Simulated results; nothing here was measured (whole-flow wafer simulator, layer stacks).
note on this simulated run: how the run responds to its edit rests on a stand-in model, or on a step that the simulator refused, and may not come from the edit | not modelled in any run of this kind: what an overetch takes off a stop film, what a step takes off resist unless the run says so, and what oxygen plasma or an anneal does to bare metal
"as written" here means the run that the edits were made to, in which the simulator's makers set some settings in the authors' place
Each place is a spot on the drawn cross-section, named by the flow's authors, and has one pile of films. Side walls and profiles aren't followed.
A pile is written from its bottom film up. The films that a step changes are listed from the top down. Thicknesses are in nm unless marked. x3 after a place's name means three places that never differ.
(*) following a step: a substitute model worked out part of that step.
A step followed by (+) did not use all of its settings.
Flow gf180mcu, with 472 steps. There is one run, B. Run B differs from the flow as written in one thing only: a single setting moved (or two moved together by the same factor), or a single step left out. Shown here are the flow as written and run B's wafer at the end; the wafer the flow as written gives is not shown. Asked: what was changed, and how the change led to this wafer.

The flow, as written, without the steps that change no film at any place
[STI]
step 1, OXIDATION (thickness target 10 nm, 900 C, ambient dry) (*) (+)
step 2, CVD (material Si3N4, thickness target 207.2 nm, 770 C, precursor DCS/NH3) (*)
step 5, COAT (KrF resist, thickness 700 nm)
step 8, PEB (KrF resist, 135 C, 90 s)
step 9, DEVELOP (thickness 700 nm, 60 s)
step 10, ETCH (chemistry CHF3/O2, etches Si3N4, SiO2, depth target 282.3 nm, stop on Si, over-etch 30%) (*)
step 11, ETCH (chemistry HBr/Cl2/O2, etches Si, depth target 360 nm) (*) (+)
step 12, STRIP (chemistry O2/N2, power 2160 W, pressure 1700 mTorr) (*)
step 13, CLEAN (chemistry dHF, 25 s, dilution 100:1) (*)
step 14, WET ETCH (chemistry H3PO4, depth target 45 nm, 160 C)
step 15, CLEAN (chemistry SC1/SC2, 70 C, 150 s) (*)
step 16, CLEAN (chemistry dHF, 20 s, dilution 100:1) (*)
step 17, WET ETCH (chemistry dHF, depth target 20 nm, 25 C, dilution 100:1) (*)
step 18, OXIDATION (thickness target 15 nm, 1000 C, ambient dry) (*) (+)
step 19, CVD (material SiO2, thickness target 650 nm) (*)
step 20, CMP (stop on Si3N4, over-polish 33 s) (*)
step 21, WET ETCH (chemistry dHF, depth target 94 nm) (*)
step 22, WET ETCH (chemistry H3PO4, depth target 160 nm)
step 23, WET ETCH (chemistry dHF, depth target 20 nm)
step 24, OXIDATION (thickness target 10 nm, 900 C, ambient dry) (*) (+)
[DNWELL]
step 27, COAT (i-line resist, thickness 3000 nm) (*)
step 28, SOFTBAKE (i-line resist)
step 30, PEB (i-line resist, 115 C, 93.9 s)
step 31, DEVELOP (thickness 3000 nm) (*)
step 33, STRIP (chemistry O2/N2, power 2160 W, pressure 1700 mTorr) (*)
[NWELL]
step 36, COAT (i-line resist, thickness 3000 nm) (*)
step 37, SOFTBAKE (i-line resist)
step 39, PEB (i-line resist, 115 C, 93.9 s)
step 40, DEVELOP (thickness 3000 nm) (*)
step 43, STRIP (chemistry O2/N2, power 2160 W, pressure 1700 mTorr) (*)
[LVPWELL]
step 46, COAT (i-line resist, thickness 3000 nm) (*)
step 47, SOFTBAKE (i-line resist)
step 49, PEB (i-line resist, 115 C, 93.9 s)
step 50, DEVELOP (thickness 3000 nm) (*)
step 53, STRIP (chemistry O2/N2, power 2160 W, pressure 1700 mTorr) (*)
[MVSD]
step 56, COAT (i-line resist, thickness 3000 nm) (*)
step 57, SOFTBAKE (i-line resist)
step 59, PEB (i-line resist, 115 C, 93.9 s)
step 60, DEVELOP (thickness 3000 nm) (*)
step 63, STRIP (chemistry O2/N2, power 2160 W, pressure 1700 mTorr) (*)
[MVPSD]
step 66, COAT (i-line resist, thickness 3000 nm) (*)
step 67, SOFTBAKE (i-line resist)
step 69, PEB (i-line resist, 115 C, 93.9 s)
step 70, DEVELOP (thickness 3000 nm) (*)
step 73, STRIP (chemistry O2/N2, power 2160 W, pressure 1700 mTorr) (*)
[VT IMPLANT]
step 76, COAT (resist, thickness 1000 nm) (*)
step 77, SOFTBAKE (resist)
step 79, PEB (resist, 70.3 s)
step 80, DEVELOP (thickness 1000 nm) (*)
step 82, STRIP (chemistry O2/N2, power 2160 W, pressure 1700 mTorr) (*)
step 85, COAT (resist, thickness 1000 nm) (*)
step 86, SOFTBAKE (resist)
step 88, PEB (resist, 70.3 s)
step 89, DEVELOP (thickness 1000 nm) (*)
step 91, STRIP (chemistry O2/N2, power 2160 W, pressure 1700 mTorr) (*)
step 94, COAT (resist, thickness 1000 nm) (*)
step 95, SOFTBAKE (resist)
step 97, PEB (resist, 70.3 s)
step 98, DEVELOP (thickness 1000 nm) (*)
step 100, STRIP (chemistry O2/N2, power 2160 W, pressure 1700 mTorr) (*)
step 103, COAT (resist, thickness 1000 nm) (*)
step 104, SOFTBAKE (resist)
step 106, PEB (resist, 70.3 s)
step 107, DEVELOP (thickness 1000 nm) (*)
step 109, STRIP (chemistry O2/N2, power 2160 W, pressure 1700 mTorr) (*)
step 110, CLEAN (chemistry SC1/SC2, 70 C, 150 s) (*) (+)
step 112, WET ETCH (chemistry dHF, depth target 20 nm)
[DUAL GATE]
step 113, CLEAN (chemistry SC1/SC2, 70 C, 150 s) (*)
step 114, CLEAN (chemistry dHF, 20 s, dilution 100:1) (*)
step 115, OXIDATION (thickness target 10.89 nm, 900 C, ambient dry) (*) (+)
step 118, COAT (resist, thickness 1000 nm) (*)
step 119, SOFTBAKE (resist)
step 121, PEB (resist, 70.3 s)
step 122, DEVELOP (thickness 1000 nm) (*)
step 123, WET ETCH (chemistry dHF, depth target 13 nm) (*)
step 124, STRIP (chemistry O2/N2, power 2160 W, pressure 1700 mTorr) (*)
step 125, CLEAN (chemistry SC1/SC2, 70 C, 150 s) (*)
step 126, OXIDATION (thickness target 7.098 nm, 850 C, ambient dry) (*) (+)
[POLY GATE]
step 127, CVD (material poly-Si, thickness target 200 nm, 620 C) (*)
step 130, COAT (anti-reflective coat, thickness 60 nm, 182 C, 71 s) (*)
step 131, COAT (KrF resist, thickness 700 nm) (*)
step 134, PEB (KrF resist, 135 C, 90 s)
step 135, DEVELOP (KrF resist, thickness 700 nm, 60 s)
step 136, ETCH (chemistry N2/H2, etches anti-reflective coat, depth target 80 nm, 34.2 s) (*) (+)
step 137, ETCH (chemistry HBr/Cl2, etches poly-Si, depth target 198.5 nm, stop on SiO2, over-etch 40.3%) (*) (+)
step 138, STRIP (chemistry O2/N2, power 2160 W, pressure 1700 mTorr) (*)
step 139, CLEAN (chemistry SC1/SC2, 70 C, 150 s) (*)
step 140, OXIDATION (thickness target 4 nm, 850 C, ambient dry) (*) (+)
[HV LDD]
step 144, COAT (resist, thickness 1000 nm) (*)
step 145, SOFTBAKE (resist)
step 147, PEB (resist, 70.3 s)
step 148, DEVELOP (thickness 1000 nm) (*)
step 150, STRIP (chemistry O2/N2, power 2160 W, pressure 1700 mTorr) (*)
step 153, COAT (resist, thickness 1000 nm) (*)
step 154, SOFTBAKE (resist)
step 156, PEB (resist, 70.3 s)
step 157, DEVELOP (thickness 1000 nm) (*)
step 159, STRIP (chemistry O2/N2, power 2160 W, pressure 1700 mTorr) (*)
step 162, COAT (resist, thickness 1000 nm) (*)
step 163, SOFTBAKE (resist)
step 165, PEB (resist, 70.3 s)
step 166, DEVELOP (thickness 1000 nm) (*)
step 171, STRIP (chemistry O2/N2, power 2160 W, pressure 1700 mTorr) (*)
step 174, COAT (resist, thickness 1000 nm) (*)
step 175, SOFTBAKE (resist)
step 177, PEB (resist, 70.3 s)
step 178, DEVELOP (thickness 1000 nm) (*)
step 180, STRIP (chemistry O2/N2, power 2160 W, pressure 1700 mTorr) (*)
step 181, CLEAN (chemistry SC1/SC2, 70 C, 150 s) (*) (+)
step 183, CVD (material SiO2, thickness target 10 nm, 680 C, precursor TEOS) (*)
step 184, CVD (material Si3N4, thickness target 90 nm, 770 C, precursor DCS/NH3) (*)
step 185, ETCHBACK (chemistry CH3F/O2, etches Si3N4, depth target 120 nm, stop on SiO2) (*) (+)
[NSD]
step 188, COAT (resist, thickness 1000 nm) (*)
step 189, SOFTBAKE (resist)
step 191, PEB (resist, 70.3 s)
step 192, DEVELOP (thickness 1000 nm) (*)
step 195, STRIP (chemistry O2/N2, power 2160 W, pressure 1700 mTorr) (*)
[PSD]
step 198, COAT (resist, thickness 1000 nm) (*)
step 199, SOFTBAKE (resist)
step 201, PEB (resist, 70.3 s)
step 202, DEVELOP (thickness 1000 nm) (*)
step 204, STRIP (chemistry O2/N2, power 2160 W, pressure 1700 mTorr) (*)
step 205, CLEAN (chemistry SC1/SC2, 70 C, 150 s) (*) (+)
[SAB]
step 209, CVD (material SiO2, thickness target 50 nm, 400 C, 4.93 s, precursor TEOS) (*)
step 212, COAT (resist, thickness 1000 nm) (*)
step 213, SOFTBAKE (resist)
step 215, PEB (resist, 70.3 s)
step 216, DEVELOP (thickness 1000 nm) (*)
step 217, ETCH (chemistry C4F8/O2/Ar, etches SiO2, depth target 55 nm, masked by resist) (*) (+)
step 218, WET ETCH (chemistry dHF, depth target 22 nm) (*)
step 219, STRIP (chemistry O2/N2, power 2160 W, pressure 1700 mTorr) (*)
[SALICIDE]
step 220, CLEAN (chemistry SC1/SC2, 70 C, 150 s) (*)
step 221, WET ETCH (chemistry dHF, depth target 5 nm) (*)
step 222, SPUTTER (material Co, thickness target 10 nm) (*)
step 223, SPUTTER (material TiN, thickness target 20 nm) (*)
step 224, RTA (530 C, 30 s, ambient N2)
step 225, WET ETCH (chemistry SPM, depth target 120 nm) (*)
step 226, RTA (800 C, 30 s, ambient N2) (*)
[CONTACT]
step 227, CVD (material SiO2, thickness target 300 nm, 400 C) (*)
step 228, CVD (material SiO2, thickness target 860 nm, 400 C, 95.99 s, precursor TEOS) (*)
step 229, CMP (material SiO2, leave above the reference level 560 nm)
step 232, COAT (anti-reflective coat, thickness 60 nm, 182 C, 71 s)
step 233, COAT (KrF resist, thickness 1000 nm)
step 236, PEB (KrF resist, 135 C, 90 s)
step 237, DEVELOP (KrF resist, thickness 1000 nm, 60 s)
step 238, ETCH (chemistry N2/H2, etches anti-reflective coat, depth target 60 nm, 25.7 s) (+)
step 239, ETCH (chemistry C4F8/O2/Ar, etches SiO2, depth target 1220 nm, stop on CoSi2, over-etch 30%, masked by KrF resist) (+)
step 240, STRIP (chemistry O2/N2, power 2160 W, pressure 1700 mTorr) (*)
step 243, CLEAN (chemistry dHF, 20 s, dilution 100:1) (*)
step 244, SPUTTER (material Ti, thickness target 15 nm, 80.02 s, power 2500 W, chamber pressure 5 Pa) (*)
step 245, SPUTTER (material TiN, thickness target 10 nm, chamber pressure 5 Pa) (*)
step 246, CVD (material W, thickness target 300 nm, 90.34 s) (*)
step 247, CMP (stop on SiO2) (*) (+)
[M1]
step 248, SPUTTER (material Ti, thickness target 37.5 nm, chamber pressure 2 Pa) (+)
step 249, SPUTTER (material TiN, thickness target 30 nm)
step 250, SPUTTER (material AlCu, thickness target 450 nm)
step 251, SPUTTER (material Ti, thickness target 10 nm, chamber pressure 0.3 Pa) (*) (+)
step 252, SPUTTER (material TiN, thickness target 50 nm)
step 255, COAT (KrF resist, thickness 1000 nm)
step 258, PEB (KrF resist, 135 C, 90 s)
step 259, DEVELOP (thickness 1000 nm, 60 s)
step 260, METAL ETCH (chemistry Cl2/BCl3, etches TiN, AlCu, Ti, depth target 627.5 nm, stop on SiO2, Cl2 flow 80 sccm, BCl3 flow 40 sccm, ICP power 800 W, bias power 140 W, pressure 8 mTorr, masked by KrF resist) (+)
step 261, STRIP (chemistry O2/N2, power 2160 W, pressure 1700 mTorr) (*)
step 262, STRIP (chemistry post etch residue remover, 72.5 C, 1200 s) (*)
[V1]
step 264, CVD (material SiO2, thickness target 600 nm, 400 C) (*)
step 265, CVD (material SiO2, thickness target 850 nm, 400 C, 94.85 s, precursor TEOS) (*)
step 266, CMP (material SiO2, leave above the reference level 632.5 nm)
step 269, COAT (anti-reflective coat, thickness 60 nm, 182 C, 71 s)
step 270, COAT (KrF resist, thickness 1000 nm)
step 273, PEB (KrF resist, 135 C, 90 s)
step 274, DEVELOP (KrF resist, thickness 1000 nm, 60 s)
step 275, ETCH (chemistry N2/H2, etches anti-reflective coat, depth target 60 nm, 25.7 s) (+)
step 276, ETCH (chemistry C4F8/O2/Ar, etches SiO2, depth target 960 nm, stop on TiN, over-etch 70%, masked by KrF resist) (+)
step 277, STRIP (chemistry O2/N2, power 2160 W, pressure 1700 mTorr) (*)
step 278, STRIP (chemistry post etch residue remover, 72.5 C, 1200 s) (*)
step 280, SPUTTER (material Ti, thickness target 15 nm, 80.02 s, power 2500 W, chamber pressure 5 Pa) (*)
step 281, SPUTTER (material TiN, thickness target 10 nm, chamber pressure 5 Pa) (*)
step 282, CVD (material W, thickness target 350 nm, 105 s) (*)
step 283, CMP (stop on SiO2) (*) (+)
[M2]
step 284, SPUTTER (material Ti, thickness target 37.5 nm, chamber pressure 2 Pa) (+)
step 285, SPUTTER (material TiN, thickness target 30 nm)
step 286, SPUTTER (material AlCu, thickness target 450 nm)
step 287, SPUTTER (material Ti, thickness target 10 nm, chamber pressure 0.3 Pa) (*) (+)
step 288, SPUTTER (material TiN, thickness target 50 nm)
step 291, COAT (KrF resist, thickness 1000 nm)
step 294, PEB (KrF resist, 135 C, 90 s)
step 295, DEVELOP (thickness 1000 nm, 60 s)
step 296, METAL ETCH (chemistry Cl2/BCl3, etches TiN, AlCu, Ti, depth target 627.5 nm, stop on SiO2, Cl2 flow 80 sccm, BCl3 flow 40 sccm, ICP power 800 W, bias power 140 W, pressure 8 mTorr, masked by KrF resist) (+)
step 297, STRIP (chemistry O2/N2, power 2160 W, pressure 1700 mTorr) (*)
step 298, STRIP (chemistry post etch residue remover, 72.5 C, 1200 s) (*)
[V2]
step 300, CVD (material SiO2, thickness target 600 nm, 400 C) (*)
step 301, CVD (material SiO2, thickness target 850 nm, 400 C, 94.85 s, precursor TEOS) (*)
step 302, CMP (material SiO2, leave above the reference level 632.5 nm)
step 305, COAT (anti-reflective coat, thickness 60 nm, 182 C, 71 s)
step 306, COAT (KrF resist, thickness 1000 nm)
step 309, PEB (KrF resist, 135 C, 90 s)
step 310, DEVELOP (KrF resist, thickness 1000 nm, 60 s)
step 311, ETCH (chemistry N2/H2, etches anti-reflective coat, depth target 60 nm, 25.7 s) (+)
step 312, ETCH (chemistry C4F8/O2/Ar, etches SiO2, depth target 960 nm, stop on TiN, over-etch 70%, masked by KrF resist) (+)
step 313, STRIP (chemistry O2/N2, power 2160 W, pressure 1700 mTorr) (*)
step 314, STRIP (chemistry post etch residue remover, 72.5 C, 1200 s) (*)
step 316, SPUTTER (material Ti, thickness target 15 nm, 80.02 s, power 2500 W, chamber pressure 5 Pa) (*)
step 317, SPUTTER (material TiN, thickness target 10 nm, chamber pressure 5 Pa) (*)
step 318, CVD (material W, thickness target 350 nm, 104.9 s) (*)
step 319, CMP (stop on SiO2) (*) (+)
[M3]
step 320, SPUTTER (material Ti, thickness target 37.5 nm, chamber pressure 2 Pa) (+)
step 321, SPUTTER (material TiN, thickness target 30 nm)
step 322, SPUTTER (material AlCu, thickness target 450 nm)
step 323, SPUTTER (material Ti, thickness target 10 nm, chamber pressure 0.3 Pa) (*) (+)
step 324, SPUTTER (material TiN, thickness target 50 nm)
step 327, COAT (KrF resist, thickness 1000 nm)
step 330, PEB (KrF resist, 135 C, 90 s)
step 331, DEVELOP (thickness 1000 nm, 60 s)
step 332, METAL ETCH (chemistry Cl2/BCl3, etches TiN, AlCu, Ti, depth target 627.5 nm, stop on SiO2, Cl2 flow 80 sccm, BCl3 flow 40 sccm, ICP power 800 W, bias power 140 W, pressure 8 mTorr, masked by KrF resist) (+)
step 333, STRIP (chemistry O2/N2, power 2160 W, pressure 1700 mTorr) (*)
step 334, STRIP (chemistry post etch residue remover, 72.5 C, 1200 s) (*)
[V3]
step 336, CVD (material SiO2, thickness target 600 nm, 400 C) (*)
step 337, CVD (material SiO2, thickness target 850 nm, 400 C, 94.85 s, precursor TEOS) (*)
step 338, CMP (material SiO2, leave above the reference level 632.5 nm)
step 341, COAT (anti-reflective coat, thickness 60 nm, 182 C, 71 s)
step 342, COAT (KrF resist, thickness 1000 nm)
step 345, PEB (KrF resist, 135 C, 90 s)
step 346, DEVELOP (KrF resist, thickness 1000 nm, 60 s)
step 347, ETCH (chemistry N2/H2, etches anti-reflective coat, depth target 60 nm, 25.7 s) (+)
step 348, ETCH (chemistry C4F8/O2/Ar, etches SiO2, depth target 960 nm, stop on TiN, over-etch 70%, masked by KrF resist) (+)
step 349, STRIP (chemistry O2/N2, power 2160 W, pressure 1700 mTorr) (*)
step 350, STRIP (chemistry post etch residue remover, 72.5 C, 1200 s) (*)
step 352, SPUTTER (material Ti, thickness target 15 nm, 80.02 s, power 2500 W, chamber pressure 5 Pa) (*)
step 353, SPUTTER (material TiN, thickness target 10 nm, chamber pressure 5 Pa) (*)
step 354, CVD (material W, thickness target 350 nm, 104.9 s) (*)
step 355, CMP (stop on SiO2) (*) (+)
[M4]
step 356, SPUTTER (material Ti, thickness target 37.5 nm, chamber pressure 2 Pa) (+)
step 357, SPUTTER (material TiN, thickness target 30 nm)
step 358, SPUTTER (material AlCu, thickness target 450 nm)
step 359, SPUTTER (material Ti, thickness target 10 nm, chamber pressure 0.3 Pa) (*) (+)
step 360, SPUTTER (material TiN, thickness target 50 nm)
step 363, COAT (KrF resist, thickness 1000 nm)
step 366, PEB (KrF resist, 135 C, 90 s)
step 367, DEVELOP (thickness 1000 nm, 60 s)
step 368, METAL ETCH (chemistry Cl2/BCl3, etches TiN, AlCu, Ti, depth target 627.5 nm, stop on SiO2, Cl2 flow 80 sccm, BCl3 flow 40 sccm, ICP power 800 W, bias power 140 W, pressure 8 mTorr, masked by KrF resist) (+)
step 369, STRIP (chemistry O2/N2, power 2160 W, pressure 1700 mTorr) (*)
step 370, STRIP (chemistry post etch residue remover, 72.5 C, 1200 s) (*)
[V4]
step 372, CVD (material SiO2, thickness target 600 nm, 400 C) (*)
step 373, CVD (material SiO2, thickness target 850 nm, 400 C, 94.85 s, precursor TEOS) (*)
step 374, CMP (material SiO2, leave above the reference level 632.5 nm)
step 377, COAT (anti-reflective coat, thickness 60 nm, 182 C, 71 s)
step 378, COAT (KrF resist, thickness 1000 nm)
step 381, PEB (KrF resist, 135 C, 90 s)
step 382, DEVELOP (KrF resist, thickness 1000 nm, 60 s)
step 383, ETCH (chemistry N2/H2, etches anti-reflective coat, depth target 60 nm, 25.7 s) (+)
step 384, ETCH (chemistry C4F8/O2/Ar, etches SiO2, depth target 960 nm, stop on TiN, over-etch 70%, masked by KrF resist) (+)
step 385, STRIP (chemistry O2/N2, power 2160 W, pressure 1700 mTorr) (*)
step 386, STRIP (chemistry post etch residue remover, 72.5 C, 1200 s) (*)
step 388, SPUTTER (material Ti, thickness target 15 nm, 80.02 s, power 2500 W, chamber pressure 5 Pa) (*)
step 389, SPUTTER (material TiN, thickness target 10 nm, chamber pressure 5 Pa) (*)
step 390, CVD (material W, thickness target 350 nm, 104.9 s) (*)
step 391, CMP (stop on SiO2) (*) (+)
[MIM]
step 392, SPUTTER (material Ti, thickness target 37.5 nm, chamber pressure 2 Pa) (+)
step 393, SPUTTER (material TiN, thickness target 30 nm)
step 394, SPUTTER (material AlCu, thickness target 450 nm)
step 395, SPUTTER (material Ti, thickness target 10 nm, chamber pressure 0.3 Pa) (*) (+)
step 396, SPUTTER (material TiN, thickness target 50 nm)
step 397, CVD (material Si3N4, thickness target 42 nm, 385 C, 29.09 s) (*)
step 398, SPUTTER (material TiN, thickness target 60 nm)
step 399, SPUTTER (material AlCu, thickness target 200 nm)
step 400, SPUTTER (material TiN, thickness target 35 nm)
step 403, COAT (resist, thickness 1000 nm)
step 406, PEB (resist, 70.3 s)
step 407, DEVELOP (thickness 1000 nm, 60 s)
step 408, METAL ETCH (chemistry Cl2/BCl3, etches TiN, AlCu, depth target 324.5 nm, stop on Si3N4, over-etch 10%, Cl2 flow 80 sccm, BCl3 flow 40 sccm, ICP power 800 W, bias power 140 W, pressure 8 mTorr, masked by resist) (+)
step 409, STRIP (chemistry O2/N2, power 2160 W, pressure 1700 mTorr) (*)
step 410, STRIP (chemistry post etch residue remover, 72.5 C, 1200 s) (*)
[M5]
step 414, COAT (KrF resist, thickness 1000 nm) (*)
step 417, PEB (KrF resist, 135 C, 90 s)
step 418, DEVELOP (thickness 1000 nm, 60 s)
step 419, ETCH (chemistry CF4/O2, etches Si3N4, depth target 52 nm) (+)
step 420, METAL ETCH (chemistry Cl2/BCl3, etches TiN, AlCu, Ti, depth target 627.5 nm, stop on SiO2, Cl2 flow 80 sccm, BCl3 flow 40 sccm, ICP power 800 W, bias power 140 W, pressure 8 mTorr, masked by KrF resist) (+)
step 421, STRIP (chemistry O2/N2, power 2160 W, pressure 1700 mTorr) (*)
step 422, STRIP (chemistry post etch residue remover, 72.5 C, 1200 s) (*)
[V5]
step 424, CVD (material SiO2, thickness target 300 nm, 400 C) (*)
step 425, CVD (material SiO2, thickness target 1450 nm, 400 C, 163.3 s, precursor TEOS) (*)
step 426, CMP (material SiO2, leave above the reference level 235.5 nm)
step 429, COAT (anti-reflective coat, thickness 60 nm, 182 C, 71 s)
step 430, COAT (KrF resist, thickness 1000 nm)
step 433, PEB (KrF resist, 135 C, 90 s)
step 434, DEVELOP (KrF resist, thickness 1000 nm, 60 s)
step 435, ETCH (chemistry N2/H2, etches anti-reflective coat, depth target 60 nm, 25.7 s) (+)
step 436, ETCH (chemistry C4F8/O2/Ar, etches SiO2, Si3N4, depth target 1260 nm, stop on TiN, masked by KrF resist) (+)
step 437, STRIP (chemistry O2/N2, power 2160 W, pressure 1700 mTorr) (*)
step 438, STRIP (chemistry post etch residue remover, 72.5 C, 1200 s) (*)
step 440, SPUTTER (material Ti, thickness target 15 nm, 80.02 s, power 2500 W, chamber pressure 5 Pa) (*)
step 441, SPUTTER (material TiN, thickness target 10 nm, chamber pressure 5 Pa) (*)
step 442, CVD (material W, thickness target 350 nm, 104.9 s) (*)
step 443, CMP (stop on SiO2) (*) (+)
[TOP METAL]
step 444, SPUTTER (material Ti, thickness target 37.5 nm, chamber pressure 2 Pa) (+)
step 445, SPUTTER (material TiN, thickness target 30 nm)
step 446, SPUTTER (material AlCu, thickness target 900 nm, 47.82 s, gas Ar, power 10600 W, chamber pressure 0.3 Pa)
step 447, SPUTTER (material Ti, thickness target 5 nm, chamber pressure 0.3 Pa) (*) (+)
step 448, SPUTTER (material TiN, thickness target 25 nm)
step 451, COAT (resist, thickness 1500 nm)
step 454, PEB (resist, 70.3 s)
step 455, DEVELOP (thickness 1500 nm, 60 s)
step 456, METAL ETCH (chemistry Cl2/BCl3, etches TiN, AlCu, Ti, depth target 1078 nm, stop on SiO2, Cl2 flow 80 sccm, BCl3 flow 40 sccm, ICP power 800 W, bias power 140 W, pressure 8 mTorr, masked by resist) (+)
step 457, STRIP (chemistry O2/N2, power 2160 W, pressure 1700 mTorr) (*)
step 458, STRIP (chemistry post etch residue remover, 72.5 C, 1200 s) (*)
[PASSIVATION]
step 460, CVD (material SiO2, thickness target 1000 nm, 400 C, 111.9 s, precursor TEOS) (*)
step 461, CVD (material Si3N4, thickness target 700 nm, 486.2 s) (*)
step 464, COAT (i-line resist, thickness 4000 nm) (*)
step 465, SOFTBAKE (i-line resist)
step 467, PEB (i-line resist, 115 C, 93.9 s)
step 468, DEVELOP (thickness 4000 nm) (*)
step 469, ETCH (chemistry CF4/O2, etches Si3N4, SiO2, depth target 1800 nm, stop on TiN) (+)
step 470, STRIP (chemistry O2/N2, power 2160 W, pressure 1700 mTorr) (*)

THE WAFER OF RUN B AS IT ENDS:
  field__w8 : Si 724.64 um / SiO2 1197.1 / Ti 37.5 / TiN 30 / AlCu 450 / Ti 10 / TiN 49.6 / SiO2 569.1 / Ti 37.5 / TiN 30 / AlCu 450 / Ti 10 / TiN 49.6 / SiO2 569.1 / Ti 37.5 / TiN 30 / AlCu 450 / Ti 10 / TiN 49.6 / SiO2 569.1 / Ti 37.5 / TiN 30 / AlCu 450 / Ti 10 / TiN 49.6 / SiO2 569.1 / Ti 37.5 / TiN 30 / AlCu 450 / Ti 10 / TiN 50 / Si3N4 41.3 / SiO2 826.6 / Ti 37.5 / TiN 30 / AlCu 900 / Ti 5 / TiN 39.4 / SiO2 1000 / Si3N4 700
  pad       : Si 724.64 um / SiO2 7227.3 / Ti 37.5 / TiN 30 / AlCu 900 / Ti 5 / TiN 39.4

What caused this: step 448, SPUTTER: thickness target 39.8 nm was run, while the flow as written has thickness target 25 nm.

Step by step, how the change led to this:
  step 448, SPUTTER (material TiN, thickness target 25 nm)
      field, field__w1, field__w2 and 109 more: TiN gains 39.8 (new film) (as written it would have been: TiN gains 25 (new film))
  step 456, METAL ETCH (chemistry Cl2/BCl3, etches TiN, AlCu, Ti, depth target 1078 nm, stop on SiO2, Cl2 flow 80 sccm, BCl3 flow 40 sccm, ICP power 800 W, bias power 140 W, pressure 8 mTorr, masked by resist) (+)
      field, field__w1, field__w2 and 103 more: TiN loses 39.8 (all of it), Ti loses 5 (all of it), AlCu loses 900 (all of it), TiN loses 30 (all of it), Ti loses 37.5 (all of it) (as written it would have been: TiN loses 25 (all of it), Ti loses 5 (all of it), AlCu loses 900 (all of it), TiN loses 30 (all of it), Ti loses 37.5 (all of it))
  step 465, SOFTBAKE (i-line resist)
      gate: i-line resist loses 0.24 (as written it would have been: i-line resist gains 1.79)
      ld_fp_p, ld_drift_p: i-line resist gains 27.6 (as written it would have been: i-line resist gains 33.8)
      (and at 62 other places as well)
